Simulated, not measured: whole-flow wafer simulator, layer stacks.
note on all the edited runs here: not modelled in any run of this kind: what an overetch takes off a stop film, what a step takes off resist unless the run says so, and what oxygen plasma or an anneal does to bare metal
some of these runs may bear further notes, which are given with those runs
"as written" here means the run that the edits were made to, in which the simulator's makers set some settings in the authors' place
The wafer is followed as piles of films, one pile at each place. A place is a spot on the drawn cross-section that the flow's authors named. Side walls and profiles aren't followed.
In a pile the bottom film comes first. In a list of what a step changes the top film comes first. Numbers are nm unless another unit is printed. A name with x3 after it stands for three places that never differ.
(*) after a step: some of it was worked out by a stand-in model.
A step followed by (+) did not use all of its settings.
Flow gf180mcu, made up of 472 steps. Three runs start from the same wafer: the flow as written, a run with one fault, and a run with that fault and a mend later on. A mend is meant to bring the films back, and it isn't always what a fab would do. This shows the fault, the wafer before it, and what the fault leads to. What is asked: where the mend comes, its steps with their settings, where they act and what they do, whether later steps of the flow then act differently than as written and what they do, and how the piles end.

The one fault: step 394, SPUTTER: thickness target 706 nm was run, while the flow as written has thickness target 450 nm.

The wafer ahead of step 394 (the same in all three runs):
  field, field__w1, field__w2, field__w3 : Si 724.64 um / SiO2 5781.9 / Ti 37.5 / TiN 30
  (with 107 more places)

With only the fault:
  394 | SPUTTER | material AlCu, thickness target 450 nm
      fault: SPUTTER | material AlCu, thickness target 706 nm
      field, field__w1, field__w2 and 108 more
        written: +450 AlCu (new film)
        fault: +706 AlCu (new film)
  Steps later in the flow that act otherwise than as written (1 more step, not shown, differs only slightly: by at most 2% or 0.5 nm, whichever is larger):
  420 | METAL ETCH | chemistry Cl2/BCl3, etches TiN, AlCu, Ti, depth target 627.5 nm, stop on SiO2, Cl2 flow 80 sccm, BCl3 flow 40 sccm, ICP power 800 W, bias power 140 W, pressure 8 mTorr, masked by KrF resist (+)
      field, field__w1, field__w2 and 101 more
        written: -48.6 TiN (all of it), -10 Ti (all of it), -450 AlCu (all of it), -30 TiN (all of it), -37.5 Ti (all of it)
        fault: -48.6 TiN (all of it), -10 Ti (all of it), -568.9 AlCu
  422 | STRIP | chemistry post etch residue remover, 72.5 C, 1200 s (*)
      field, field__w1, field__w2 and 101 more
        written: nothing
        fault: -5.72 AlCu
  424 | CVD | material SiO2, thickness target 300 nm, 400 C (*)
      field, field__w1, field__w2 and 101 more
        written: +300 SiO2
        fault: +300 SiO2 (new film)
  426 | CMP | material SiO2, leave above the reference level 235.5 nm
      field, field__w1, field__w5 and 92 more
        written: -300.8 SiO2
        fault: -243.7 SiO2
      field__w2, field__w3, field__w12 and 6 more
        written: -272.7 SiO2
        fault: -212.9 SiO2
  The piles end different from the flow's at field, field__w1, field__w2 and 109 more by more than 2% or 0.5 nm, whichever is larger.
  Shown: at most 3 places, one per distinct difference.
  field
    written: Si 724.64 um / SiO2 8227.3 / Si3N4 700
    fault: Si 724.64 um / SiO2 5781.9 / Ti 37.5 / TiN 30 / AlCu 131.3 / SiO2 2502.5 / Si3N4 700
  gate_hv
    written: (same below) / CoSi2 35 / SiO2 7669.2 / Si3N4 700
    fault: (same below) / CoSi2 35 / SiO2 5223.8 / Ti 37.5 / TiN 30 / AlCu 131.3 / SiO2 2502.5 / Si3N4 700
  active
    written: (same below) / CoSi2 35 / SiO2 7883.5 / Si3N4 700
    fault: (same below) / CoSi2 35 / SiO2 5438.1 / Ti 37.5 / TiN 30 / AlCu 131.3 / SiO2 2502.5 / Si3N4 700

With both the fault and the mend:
  The mend stands after step 394.
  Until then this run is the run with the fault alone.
  394a | METAL ETCH | chemistry Cl2/BCl3, etches TiN, AlCu, Ti, depth target 256 nm, Cl2 flow 80 sccm, BCl3 flow 40 sccm, ICP power 800 W, bias power 140 W, pressure 8 mTorr (a further turn of the flow's step 260, with different settings)
      field, field__w1, field__w2 and 108 more
        -256 AlCu
  Later steps of the flow that are run all act as written at every place that is followed.
  At every place that both follow, the piles at the end match the flow's.
